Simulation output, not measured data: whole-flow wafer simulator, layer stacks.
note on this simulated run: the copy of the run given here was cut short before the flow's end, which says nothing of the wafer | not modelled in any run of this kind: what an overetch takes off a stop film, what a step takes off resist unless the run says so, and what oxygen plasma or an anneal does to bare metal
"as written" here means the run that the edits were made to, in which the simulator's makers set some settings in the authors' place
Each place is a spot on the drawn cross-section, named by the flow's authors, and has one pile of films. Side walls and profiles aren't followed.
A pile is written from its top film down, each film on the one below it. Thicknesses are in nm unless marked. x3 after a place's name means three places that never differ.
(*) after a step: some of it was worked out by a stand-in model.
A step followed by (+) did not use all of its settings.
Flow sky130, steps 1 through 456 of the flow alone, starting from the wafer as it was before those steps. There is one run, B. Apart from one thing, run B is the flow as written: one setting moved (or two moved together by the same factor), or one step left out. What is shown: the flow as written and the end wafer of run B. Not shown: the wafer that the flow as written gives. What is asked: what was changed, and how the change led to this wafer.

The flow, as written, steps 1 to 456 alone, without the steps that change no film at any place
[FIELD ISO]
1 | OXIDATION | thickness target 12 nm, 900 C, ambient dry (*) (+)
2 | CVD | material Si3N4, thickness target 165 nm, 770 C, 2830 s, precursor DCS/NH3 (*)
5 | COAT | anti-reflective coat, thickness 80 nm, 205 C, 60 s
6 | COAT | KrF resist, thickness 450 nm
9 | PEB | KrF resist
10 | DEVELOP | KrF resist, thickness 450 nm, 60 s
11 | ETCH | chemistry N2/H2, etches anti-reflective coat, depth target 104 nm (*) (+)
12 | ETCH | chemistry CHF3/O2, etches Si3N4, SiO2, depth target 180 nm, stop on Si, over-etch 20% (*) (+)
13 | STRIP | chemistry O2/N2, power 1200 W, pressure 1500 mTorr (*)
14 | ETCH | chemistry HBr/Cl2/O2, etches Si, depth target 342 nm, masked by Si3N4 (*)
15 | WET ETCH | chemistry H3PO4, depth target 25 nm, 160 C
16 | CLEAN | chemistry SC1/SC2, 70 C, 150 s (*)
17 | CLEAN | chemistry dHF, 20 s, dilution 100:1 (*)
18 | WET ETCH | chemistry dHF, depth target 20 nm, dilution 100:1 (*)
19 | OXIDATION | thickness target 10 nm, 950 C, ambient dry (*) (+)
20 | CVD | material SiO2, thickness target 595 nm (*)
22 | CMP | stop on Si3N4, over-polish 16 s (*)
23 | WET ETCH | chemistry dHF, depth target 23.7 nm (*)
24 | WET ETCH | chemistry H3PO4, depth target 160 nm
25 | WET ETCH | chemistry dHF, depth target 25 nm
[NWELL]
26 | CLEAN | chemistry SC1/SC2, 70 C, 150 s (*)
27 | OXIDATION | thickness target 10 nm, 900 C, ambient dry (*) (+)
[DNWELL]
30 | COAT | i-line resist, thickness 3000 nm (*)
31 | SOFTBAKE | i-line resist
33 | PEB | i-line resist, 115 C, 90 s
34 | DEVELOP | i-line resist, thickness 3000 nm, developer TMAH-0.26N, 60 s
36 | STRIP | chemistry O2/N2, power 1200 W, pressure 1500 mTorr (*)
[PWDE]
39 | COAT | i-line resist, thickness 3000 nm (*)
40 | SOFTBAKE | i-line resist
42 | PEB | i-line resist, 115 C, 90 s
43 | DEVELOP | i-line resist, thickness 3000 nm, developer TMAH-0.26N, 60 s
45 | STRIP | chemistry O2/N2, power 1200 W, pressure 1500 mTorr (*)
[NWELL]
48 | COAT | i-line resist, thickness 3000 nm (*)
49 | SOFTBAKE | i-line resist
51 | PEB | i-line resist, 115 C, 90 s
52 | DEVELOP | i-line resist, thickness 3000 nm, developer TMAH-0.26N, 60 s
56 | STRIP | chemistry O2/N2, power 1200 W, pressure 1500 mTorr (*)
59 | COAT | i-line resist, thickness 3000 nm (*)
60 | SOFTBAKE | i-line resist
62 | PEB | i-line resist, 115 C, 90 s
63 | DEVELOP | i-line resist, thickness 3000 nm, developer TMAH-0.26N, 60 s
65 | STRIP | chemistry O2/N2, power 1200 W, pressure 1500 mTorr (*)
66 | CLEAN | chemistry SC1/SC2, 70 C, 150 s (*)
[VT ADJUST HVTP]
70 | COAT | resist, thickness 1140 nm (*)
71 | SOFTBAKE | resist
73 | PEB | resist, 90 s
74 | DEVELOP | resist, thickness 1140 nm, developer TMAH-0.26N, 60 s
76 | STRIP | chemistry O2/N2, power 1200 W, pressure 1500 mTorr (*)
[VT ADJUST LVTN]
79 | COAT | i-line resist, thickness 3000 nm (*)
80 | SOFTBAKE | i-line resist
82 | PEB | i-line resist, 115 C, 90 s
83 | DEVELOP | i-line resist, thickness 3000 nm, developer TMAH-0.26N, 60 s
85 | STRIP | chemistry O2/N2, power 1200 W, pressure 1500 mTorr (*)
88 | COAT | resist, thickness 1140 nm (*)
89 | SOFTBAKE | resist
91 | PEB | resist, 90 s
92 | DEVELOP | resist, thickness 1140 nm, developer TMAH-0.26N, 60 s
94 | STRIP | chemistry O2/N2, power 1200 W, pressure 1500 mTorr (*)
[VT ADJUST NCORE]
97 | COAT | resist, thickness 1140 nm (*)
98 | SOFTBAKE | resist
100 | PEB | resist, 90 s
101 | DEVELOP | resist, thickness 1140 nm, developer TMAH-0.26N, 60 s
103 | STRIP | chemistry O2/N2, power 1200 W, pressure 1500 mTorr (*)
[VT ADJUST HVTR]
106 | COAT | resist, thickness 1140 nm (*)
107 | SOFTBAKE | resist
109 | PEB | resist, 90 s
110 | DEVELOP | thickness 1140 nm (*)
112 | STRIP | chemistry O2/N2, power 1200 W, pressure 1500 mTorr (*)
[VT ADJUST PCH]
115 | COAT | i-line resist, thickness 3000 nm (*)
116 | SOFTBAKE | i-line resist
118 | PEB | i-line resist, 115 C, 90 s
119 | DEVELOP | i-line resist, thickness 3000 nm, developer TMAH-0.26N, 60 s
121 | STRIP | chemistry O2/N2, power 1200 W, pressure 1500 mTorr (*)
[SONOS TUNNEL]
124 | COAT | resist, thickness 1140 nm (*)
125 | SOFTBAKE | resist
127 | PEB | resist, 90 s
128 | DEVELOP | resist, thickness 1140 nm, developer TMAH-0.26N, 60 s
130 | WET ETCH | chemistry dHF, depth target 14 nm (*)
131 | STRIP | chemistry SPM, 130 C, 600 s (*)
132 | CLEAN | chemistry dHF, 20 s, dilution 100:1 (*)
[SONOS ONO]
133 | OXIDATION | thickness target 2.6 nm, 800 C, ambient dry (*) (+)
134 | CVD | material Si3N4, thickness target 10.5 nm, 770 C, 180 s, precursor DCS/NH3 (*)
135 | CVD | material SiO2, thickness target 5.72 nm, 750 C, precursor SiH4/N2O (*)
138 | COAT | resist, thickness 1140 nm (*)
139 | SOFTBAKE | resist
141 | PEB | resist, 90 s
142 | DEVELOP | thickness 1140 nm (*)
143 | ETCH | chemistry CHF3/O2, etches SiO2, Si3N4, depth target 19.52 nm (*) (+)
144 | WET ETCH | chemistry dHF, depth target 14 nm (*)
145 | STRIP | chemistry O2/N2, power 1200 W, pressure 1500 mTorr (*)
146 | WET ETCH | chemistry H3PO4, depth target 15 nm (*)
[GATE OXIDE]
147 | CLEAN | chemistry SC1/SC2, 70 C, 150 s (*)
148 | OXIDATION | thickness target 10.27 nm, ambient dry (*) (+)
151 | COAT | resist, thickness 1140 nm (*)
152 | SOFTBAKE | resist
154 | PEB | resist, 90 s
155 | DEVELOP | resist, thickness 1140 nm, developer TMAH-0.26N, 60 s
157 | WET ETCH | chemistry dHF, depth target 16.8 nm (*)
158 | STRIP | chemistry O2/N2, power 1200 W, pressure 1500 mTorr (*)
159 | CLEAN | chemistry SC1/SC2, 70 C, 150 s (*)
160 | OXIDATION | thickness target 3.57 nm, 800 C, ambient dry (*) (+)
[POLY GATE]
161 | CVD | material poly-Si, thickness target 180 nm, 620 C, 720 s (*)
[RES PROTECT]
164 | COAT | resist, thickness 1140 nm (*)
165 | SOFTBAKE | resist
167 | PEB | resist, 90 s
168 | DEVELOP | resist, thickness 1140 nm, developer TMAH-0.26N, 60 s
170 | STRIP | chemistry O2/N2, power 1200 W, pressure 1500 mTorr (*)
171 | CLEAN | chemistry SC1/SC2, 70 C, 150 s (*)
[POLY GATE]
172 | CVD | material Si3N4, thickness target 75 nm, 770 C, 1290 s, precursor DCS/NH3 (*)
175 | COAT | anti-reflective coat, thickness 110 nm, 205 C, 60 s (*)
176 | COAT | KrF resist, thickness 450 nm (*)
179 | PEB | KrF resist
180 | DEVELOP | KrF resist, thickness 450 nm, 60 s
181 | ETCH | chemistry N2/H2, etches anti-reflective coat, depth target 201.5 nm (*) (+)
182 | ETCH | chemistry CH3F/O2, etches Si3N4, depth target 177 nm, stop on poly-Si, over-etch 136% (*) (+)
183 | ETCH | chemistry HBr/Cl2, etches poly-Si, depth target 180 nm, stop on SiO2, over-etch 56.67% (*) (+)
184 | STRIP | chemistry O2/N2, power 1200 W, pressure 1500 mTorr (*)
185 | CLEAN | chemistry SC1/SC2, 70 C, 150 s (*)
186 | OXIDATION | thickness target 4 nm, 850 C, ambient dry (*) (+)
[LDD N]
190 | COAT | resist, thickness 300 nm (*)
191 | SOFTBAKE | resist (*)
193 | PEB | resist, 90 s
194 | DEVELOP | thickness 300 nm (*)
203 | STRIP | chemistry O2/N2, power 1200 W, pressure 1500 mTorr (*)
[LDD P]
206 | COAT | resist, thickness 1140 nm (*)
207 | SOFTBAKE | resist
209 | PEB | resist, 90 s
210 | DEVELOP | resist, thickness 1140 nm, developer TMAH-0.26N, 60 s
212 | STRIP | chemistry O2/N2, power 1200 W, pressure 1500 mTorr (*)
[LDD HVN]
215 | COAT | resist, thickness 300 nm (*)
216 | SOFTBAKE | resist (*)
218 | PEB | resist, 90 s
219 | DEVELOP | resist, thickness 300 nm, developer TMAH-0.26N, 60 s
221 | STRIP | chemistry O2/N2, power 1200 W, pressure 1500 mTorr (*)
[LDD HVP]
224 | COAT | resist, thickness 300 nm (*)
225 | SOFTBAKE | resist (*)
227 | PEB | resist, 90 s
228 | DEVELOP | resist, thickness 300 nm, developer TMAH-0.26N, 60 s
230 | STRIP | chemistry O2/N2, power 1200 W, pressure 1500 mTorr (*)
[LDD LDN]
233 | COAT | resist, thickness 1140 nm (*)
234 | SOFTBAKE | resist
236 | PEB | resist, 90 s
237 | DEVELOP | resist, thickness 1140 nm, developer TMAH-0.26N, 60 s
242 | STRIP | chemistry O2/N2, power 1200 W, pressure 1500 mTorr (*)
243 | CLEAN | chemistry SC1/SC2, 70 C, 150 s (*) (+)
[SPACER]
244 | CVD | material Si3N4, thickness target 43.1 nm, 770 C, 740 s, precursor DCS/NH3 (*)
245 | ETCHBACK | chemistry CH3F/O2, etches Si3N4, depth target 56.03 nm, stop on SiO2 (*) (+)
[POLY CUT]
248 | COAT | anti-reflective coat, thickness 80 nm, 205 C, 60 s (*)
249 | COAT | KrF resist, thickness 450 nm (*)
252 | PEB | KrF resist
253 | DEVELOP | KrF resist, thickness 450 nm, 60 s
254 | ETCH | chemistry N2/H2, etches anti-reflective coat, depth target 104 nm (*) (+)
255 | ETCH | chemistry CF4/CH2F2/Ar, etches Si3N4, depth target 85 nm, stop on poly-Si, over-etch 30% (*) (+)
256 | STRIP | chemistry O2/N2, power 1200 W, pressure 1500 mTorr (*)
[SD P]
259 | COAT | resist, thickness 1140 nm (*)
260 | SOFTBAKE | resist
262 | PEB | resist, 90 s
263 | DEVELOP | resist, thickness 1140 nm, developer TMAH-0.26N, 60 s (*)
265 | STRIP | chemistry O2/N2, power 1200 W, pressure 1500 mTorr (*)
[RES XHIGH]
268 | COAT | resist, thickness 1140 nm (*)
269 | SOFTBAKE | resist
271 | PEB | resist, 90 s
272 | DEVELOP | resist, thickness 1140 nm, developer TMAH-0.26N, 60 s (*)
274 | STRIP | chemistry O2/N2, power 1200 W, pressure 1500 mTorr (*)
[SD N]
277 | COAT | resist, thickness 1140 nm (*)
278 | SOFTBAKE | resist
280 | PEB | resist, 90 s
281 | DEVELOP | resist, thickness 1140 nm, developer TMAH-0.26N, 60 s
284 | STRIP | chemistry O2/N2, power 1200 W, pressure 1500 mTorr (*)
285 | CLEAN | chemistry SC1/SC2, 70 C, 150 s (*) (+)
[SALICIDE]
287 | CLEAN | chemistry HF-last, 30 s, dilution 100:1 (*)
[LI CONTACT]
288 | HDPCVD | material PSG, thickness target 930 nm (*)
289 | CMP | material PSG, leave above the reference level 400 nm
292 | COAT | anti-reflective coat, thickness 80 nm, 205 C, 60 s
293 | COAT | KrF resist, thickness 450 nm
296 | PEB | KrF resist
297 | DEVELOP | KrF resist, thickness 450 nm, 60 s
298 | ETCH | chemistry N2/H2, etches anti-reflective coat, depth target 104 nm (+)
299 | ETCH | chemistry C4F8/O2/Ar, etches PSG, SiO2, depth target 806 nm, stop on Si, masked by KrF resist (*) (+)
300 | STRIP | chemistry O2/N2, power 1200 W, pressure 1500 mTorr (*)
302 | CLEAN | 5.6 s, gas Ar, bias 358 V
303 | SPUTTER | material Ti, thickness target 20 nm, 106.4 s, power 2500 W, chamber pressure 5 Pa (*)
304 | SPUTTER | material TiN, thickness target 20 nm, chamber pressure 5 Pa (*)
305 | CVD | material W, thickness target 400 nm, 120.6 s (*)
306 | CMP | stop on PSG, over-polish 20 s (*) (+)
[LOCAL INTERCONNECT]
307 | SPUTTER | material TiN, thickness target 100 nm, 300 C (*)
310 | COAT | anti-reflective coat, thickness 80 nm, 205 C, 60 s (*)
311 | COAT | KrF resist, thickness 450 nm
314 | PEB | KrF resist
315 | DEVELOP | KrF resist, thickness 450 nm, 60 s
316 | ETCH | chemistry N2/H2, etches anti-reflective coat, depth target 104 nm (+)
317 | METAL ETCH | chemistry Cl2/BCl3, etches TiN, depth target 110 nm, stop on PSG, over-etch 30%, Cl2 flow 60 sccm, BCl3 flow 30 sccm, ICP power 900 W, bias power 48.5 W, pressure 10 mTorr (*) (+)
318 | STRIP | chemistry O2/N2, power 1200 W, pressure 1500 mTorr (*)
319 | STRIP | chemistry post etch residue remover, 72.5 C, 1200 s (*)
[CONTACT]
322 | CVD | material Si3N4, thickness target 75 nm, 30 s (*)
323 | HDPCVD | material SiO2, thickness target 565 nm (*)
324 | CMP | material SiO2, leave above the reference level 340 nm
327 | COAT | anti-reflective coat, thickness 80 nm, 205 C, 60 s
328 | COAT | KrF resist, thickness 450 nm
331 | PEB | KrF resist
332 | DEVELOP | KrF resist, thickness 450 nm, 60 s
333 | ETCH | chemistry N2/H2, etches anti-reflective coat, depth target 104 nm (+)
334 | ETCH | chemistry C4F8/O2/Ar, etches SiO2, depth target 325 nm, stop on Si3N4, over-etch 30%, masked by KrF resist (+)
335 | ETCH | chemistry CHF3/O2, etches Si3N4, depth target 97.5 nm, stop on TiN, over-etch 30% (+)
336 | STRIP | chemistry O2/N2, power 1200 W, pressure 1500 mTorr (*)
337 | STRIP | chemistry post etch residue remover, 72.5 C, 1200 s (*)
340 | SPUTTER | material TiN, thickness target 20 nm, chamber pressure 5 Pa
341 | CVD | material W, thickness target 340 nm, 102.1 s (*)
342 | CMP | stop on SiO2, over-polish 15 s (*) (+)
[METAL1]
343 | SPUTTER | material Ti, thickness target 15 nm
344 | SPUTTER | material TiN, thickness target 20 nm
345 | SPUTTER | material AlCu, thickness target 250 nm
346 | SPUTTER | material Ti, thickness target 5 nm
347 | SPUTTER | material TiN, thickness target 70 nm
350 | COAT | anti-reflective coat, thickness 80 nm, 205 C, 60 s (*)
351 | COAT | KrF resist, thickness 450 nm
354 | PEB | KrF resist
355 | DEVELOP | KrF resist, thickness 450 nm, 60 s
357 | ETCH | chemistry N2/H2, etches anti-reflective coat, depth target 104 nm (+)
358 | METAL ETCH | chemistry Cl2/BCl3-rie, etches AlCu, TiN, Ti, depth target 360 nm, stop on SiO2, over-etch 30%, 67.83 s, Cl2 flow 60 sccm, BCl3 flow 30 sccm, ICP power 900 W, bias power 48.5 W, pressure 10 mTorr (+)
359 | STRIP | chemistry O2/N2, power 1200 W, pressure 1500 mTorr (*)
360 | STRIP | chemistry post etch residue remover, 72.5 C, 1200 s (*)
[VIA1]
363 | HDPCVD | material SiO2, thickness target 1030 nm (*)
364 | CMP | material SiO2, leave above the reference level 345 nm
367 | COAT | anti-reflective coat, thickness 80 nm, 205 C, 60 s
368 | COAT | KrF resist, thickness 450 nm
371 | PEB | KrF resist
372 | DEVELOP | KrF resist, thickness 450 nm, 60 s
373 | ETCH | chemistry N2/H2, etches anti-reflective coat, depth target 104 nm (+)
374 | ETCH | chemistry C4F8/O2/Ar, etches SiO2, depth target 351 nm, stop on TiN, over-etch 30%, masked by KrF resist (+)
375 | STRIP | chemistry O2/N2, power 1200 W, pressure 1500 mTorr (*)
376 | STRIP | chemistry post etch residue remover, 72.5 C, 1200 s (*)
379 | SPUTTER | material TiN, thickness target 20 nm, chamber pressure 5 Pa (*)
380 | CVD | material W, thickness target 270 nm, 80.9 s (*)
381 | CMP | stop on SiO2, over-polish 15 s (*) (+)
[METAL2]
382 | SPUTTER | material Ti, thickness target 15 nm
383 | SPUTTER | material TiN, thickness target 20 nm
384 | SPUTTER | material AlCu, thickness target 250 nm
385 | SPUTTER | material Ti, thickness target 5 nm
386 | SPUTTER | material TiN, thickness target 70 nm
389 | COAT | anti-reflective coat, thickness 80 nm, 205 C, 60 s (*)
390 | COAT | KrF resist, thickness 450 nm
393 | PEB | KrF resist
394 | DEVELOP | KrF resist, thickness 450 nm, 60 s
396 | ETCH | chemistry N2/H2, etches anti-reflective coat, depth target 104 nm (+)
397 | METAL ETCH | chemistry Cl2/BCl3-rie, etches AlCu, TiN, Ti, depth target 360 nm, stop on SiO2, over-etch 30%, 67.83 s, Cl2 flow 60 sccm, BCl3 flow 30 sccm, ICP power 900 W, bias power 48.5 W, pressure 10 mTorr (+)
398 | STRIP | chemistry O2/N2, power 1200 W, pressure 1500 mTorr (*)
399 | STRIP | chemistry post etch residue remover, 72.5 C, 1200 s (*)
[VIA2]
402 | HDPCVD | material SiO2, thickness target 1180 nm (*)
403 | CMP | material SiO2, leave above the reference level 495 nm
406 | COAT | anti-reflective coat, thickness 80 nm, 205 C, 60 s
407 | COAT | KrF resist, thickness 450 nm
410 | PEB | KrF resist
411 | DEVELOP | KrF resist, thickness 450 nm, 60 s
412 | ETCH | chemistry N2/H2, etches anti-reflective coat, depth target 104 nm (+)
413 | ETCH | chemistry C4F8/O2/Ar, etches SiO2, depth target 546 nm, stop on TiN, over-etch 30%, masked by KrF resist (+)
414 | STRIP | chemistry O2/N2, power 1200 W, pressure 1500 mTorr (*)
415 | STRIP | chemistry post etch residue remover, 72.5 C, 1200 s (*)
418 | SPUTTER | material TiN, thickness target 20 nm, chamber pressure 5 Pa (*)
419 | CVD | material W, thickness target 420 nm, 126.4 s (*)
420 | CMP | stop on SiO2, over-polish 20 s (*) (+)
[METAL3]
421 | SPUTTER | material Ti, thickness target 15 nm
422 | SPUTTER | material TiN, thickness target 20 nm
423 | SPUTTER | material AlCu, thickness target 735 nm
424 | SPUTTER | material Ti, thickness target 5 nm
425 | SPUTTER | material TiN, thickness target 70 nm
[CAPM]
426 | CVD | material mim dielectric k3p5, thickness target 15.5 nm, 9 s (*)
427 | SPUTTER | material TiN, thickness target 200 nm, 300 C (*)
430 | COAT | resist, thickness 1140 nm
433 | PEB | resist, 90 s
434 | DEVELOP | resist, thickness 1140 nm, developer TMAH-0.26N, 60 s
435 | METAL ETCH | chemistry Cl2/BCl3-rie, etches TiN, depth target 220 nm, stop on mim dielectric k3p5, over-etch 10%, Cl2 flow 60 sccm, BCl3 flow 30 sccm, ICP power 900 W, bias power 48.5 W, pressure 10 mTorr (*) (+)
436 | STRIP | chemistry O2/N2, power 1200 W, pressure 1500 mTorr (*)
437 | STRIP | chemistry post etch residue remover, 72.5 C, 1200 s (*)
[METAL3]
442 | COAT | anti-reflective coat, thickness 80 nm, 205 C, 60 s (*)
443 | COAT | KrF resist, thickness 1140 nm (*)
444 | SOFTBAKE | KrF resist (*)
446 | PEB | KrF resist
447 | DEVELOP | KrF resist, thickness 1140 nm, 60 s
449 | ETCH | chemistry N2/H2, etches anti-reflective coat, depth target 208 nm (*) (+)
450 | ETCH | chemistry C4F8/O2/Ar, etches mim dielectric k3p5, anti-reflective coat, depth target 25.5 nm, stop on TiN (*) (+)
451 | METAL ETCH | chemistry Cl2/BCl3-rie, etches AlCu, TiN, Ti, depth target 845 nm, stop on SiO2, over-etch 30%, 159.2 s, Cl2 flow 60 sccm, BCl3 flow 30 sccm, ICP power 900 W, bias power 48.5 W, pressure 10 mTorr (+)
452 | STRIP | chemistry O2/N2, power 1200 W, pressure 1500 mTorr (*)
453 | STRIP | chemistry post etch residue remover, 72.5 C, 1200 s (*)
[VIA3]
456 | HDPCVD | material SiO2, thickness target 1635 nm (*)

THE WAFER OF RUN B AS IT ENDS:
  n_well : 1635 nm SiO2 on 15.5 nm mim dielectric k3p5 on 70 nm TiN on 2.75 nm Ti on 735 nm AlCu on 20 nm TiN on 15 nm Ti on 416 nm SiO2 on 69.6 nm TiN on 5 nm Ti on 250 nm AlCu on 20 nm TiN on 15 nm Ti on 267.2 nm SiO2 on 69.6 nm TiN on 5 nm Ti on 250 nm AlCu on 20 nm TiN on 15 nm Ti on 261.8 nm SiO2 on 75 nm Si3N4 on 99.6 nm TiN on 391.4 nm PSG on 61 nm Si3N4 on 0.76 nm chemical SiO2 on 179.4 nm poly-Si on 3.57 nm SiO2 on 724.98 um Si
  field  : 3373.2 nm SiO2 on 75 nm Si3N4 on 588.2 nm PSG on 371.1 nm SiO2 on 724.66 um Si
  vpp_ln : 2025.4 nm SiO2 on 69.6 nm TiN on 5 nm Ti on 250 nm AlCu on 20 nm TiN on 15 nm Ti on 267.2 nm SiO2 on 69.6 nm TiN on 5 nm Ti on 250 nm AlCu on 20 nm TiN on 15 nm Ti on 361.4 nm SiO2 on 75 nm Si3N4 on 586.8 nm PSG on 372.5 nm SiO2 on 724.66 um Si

The reason: step 424, SPUTTER: thickness target 2.75 nm was run, whereas the flow has thickness target 5 nm.
The wafer itself shows it: n_well has Ti 2.75, and step 424 as written asks for 5 nm.

Step by step, how the change led to this:
  424 | SPUTTER | material Ti, thickness target 5 nm
      field, active, n_well and 188 more: Ti gains 2.75 (new film) (as written it would have been: Ti gains 5 (new film))
  451 | METAL ETCH | chemistry Cl2/BCl3-rie, etches AlCu, TiN, Ti, depth target 845 nm, stop on SiO2, over-etch 30%, 159.2 s, Cl2 flow 60 sccm, BCl3 flow 30 sccm, ICP power 900 W, bias power 48.5 W, pressure 10 mTorr (+)
      field, active, gate and 69 more: TiN loses 70 (all of it), Ti loses 2.75 (all of it), AlCu loses 735 (all of it), TiN loses 20 (all of it), Ti loses 15 (all of it), SiO2 loses 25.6 (as written it would have been: TiN loses 70 (all of it), Ti loses 5 (all of it), AlCu loses 735 (all of it), TiN loses 20 (all of it), Ti loses 15 (all of it), SiO2 loses 25.4)
      vpp_ln, vpp_iso2, ndiff_ln and 10 more: TiN loses 70 (all of it), Ti loses 2.75 (all of it), AlCu loses 735 (all of it), TiN loses 20 (all of it), Ti loses 15 (all of it), SiO2 loses 25.6 (as written it would have been: TiN loses 70 (all of it), Ti loses 5 (all of it), AlCu loses 735 (all of it), TiN loses 20 (all of it), Ti loses 15 (all of it), SiO2 loses 25.3)
